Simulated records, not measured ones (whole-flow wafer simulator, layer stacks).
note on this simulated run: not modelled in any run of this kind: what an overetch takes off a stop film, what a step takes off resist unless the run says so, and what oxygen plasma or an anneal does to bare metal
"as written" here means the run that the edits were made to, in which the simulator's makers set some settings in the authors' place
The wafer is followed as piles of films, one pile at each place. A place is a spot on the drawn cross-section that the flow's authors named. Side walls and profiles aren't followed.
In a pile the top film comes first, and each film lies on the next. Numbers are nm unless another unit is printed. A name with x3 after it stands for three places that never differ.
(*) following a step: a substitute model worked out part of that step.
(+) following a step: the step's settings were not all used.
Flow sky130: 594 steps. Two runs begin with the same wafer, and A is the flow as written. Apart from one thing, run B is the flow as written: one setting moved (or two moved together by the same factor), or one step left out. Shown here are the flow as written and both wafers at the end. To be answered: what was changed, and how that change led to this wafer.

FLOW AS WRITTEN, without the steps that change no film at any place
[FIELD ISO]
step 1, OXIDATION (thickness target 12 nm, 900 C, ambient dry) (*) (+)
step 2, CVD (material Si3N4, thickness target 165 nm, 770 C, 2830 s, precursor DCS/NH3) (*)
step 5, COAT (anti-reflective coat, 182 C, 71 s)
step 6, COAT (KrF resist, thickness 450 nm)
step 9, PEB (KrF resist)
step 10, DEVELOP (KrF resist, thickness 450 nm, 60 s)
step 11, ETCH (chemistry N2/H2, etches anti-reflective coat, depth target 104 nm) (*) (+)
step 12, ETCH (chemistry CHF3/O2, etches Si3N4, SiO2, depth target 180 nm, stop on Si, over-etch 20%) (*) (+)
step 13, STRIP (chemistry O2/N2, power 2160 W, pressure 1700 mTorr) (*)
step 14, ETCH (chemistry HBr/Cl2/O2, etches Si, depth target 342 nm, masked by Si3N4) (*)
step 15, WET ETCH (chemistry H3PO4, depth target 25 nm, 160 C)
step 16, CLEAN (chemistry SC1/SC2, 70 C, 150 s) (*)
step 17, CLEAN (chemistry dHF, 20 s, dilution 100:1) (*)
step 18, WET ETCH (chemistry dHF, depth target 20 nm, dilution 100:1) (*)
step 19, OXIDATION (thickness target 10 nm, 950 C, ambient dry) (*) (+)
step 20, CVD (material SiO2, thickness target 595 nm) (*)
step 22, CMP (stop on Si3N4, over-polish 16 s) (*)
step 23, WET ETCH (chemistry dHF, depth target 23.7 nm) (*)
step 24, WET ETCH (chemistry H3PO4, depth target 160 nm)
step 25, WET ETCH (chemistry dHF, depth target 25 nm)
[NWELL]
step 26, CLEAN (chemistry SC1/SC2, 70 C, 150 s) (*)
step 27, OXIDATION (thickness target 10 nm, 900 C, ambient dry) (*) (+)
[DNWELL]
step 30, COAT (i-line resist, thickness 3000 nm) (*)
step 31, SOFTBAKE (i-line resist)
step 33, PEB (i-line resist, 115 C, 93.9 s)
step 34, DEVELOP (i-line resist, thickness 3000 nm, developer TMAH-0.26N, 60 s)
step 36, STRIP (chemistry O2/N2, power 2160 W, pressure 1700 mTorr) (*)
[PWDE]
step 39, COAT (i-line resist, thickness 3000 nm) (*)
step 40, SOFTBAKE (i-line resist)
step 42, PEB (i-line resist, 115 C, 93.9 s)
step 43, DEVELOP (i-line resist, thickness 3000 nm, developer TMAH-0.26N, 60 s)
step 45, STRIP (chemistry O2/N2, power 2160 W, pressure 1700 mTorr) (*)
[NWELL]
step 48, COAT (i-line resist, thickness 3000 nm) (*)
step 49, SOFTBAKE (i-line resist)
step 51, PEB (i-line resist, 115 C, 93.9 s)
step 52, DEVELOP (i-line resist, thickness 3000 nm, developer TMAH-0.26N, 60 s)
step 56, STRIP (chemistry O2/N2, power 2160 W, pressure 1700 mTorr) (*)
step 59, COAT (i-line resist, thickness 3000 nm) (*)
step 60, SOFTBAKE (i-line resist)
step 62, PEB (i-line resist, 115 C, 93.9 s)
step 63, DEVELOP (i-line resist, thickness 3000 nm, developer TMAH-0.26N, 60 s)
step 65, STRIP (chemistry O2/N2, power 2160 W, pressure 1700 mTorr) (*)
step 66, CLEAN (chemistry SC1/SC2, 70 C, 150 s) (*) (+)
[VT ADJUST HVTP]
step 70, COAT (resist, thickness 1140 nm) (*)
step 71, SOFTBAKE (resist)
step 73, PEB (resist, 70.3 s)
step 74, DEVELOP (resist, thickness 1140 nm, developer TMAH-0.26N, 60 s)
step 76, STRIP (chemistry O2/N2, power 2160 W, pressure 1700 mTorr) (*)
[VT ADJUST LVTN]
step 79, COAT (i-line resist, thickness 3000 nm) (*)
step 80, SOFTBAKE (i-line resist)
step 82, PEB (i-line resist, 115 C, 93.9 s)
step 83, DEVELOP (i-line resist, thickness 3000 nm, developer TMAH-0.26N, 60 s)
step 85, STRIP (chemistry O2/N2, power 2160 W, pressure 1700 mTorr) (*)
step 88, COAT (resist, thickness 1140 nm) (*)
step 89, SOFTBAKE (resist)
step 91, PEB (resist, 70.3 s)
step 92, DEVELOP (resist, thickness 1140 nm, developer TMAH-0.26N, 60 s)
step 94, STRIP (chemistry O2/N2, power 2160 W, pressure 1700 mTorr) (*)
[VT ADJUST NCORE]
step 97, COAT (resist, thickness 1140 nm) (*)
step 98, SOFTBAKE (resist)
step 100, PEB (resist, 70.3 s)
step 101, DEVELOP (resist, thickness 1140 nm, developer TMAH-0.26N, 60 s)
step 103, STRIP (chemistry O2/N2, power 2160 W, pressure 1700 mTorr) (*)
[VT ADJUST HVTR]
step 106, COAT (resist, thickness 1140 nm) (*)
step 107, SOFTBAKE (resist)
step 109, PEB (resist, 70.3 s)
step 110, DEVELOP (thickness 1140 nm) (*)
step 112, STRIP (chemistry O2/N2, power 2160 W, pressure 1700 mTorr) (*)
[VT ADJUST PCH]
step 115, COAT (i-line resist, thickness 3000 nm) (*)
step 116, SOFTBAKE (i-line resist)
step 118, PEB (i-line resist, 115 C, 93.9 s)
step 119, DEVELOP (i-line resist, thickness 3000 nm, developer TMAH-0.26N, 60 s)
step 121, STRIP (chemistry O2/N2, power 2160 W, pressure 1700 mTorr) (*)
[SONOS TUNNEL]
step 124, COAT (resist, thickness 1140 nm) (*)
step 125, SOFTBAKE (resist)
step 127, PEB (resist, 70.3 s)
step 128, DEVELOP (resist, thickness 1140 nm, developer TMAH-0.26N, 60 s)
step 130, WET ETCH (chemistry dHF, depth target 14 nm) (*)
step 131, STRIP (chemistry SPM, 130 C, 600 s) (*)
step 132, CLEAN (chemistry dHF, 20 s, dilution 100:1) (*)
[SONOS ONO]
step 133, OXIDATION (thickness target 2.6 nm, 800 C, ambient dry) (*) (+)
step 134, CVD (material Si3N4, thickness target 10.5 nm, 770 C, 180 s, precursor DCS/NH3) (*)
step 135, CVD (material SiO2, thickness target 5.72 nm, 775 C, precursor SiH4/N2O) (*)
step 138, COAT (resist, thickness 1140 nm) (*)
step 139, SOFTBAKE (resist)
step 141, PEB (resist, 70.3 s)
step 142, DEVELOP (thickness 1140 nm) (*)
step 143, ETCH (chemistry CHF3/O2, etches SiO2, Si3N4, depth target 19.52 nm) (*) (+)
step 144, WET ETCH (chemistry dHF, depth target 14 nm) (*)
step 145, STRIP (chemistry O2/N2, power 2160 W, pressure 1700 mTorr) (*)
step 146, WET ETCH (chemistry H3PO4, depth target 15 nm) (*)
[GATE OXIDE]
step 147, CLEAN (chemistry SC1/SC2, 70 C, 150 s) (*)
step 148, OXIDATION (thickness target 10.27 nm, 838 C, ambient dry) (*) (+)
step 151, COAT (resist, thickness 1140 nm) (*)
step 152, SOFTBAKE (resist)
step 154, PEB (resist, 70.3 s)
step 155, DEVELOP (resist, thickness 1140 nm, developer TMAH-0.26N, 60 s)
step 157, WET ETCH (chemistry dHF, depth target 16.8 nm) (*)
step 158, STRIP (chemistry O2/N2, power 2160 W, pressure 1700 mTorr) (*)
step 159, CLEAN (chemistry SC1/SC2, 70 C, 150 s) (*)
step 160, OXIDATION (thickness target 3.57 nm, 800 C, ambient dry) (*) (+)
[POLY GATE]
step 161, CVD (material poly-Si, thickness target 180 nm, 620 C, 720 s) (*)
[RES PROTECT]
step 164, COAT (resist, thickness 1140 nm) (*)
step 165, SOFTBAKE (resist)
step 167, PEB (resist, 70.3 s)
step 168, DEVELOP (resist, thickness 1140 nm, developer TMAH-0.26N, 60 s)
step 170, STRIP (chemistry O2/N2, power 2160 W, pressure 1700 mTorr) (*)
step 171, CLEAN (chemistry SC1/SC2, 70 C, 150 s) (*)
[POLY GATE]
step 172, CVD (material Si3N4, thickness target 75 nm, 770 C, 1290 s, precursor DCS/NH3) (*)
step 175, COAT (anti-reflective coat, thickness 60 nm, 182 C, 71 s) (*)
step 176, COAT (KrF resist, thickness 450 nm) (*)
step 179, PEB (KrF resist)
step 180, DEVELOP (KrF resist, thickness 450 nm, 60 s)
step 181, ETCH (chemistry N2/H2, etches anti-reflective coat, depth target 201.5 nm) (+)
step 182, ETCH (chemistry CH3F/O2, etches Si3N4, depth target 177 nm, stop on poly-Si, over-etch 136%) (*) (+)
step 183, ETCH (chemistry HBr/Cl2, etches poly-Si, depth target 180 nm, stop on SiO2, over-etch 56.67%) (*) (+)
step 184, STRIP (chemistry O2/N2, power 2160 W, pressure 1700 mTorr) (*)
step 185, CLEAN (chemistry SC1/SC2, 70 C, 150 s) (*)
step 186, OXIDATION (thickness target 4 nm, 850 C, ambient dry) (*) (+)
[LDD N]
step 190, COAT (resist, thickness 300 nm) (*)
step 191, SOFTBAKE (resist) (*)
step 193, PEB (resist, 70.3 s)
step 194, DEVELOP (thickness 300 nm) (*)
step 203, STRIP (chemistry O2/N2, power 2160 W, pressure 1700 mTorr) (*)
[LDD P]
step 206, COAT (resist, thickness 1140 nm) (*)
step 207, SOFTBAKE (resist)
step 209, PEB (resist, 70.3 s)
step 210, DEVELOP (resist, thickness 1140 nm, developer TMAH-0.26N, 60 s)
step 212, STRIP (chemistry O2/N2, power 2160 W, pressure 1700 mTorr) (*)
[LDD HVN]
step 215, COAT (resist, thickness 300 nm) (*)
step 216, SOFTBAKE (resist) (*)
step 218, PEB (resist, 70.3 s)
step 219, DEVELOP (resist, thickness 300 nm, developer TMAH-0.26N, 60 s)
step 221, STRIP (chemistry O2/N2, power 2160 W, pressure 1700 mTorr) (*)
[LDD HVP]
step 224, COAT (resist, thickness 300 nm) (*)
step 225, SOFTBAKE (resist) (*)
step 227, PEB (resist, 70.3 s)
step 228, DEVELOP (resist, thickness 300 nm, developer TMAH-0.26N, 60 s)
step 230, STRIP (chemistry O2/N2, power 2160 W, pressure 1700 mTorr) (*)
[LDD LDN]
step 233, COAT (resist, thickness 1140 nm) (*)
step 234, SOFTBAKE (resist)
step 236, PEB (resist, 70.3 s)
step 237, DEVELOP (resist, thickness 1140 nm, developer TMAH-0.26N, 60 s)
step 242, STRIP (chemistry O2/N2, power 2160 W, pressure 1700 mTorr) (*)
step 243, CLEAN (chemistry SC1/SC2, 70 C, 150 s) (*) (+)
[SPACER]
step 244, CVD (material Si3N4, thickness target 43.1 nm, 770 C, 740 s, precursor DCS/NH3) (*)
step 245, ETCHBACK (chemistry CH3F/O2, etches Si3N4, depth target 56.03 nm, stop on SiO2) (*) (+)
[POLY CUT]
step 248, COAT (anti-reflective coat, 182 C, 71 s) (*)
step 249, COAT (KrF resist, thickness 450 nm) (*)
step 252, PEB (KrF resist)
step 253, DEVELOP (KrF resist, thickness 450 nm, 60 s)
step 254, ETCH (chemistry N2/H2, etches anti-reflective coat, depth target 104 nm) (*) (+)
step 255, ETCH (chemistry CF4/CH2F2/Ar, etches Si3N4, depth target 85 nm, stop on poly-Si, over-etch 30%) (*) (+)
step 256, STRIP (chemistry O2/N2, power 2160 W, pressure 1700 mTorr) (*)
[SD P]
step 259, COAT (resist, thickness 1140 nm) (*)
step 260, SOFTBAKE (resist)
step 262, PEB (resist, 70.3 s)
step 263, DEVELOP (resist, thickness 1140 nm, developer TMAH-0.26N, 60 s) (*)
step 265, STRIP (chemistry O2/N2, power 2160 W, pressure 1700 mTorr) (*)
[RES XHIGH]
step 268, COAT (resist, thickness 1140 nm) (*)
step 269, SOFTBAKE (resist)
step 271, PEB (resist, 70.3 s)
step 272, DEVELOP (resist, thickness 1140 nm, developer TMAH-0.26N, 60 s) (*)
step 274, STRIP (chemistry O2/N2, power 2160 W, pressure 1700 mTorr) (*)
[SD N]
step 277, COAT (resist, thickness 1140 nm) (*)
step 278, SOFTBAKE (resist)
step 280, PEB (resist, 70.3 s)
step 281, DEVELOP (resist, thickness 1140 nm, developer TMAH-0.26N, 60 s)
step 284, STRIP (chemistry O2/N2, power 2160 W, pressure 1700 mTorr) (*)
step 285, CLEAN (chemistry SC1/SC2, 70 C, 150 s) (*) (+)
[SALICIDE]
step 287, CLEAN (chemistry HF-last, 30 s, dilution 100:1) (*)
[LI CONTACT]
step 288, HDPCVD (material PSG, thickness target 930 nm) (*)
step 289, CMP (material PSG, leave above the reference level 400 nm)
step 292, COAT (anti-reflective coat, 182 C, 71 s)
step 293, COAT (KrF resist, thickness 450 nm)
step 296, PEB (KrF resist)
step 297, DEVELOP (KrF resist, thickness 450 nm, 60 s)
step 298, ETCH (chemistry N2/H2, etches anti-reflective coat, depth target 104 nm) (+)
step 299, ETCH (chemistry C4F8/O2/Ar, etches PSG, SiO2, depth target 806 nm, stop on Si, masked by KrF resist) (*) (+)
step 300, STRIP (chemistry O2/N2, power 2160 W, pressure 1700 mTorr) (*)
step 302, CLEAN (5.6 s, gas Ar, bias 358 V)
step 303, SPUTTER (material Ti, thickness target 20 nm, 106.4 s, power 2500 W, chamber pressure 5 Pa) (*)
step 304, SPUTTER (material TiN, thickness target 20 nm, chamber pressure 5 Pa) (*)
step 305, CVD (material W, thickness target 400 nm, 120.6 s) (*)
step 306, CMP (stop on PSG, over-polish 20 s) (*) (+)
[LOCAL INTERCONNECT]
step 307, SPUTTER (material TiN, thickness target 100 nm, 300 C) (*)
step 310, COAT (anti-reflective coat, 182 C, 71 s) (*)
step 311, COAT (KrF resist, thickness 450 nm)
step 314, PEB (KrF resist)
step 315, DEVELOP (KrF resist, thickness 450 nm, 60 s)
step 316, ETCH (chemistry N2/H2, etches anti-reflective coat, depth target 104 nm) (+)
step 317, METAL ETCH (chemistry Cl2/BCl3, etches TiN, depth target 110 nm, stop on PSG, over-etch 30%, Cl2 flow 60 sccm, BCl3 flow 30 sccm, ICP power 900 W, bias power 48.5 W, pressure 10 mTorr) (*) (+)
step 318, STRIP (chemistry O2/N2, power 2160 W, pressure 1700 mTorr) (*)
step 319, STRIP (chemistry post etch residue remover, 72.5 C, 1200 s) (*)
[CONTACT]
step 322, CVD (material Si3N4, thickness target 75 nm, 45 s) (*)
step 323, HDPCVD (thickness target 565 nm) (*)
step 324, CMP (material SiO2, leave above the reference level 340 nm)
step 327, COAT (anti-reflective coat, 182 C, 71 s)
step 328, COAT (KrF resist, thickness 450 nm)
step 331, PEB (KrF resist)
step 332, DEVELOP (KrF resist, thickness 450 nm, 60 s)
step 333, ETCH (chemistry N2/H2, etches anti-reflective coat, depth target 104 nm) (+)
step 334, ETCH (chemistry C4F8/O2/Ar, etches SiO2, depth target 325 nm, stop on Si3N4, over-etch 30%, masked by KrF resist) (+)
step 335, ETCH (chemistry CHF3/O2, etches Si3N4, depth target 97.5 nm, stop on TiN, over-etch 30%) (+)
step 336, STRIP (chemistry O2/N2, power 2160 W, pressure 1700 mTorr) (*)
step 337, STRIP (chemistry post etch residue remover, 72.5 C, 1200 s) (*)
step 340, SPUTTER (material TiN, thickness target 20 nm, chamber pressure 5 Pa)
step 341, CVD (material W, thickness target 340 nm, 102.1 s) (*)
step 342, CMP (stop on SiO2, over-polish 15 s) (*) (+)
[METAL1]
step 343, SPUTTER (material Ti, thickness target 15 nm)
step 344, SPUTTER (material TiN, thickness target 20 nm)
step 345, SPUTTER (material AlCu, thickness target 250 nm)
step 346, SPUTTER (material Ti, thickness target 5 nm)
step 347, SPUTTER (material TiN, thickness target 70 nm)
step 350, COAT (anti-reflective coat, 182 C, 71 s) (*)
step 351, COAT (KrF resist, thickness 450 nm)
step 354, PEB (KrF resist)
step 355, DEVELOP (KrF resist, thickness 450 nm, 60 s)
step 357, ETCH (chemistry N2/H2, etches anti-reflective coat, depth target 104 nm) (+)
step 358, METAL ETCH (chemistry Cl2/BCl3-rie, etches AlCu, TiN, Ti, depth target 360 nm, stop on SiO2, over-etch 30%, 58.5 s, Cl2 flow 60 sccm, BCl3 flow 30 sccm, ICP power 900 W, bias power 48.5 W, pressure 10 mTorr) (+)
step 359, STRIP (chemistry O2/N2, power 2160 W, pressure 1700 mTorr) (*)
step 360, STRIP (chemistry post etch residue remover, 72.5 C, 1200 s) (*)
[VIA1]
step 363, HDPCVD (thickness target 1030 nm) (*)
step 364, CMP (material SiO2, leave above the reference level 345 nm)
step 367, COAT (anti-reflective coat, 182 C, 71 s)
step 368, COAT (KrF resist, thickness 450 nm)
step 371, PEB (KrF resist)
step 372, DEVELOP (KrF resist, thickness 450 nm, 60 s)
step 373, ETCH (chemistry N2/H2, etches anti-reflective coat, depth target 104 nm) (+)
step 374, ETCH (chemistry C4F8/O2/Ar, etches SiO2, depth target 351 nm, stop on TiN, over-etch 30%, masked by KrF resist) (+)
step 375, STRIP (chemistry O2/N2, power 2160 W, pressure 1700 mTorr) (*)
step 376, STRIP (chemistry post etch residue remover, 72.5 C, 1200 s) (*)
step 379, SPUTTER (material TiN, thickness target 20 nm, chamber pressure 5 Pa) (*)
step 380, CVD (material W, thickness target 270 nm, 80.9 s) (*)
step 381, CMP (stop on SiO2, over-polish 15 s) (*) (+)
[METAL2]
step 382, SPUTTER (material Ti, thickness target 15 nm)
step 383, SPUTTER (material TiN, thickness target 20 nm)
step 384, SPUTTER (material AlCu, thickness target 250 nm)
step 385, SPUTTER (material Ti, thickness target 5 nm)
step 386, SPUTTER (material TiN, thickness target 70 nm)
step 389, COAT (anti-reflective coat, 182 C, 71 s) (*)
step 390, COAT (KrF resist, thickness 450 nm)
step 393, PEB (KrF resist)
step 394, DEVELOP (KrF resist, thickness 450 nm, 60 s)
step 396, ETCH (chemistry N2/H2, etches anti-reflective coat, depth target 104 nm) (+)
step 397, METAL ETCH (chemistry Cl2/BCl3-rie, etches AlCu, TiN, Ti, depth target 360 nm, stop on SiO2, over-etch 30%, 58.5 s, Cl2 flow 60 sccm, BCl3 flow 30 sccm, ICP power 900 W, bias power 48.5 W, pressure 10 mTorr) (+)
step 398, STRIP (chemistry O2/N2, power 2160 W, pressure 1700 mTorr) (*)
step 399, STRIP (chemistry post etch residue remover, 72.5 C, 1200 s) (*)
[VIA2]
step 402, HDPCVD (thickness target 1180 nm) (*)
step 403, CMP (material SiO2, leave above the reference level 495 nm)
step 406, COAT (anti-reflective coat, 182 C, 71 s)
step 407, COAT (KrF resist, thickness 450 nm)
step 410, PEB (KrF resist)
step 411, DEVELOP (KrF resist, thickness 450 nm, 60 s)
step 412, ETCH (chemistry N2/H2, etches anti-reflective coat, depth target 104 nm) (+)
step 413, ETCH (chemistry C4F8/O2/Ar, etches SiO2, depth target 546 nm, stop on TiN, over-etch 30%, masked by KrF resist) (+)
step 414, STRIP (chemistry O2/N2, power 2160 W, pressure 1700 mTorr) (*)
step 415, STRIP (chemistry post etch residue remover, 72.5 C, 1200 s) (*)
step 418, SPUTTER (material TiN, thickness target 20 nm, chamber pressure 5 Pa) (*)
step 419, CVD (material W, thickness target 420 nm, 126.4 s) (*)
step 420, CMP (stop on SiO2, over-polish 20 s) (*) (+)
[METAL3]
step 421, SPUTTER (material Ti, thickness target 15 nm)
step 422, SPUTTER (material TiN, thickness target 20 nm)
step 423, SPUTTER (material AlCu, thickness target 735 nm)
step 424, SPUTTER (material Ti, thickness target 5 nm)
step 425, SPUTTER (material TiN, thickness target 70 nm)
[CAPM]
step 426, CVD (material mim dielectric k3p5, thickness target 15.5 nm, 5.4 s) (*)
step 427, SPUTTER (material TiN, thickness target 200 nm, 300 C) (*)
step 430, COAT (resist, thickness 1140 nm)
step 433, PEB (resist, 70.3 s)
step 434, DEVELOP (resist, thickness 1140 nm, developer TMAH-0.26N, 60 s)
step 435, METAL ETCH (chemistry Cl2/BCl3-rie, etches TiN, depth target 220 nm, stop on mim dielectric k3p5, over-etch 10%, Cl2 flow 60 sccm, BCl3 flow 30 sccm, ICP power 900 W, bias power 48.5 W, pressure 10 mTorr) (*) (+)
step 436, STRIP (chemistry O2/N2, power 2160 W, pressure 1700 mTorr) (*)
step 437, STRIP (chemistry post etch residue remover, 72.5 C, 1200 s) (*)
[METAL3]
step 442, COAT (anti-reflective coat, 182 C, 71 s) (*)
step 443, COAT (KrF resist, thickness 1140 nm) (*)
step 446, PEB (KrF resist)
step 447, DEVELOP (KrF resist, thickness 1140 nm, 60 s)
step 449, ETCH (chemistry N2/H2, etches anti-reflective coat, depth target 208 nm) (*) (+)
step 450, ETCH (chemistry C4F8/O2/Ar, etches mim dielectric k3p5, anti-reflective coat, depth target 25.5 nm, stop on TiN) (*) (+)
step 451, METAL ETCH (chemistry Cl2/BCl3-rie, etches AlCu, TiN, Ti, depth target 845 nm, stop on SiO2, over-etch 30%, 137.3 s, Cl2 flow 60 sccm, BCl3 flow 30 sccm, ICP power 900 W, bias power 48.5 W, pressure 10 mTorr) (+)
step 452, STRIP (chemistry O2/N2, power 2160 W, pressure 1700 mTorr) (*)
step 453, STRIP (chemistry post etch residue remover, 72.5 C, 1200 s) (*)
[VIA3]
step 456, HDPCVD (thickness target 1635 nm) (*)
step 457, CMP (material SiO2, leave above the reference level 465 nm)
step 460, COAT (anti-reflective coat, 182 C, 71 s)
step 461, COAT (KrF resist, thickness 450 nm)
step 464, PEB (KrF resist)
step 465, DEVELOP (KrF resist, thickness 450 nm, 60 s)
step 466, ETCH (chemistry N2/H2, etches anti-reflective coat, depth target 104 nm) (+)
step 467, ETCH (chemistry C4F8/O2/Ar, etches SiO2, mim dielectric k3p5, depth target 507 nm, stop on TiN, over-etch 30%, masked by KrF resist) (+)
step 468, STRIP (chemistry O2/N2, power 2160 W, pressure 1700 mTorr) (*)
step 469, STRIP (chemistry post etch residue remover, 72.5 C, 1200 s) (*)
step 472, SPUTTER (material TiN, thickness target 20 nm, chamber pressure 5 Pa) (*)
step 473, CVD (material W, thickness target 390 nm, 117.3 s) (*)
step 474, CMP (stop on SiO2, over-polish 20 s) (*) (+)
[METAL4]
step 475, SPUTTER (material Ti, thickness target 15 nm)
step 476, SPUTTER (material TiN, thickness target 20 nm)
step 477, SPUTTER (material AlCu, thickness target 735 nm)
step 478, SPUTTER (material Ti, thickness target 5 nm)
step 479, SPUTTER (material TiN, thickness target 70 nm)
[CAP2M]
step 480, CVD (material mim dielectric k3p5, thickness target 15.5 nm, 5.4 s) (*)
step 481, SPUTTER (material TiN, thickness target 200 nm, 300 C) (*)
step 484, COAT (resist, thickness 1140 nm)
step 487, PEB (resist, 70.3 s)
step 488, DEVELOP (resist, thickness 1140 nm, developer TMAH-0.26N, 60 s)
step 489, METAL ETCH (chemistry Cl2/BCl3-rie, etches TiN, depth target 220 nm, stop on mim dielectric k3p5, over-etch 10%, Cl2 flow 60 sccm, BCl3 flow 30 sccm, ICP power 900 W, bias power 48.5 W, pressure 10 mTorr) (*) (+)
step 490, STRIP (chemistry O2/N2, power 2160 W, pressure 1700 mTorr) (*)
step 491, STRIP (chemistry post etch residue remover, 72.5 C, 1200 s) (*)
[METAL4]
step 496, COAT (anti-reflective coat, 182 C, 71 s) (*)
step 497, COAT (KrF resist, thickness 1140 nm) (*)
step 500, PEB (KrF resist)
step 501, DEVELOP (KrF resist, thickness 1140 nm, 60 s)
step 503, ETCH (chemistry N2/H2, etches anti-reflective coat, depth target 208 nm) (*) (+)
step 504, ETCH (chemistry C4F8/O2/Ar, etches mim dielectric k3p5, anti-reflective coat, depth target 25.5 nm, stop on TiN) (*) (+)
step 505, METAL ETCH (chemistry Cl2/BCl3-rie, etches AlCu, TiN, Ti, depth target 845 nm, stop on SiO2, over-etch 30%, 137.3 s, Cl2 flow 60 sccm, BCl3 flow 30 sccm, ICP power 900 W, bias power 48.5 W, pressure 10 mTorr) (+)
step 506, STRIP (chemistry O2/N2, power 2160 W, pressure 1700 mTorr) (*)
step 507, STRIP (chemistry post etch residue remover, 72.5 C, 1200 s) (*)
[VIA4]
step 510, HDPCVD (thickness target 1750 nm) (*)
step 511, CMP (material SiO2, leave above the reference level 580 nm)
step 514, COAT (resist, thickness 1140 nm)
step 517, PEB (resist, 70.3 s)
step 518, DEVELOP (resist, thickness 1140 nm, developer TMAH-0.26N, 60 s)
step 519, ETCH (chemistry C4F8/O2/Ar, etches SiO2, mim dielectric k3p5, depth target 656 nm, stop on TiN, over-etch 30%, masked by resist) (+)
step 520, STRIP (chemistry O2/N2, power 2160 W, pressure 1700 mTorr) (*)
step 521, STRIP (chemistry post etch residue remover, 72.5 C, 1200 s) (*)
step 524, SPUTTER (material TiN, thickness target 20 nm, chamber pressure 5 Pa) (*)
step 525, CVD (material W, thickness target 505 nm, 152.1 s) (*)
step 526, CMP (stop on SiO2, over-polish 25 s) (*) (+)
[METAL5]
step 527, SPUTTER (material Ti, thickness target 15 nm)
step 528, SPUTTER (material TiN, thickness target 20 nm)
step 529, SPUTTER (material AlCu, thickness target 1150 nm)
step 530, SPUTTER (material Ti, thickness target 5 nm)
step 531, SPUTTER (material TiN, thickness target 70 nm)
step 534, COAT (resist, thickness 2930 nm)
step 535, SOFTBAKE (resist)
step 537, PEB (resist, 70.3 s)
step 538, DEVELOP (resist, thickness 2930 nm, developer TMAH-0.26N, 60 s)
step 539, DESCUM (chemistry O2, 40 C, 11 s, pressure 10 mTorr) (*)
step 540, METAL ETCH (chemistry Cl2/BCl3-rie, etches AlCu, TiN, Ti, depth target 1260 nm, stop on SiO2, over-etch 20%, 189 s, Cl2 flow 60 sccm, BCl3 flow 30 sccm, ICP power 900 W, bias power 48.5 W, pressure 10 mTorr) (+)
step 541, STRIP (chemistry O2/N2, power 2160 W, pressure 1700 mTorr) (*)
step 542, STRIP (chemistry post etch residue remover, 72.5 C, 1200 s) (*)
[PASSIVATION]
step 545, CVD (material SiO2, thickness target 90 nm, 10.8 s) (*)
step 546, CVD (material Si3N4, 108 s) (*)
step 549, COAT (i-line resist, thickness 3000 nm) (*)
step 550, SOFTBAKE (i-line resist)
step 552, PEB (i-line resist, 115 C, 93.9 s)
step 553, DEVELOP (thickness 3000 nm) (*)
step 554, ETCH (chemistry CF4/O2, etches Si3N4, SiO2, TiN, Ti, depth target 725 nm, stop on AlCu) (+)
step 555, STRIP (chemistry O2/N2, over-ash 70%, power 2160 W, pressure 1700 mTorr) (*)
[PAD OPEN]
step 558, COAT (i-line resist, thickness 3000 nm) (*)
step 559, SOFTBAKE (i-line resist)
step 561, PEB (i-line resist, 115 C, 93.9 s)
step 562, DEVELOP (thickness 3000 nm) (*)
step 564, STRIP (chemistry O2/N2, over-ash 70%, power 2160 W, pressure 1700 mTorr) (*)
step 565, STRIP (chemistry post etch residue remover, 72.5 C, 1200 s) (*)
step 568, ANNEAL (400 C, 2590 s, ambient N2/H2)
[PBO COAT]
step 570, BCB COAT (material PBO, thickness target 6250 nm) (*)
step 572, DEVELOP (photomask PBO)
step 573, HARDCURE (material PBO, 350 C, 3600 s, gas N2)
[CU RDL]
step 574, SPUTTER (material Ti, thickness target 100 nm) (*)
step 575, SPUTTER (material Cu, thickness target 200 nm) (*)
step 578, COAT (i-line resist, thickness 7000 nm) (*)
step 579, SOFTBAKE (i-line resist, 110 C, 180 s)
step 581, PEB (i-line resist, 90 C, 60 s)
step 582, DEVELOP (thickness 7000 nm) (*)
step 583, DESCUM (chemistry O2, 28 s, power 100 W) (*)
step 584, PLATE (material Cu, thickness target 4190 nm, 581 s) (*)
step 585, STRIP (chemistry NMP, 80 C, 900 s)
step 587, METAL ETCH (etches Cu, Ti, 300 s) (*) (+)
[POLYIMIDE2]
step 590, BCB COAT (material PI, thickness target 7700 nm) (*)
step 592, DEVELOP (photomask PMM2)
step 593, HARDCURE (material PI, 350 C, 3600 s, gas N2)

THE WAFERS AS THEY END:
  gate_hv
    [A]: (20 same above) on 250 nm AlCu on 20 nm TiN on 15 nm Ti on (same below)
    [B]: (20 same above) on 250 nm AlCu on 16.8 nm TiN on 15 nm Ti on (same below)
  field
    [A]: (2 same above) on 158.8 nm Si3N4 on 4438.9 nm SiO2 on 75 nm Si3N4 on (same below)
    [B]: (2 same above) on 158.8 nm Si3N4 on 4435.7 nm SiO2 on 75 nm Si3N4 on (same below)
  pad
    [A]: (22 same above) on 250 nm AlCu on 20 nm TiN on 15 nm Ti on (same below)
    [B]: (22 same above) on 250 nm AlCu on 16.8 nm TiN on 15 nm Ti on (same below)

What caused this: step 383, SPUTTER: thickness target 16.8 nm was run, though the flow has thickness target 20 nm.
The wafer lets one read it off: gate_hv has TiN 16.8, and step 383 as written asks for 20 nm.

Step by step, how the change led to this:
  step 383, SPUTTER (material TiN, thickness target 20 nm)
      field, active, n_well and 188 more: A +20 TiN (new film) | B +16.8 TiN (new film)
  step 397, METAL ETCH (chemistry Cl2/BCl3-rie, etches AlCu, TiN, Ti, depth target 360 nm, stop on SiO2, over-etch 30%, 58.5 s, Cl2 flow 60 sccm, BCl3 flow 30 sccm, ICP power 900 W, bias power 48.5 W, pressure 10 mTorr) (+)
      field, active, gate and 82 more: A -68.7 TiN (all of it), -5 Ti (all of it), -250 AlCu (all of it), -20 TiN (all of it), -15 Ti (all of it), -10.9 SiO2 | B -68.7 TiN (all of it), -5 Ti (all of it), -250 AlCu (all of it), -16.8 TiN (all of it), -15 Ti (all of it), -11.3 SiO2
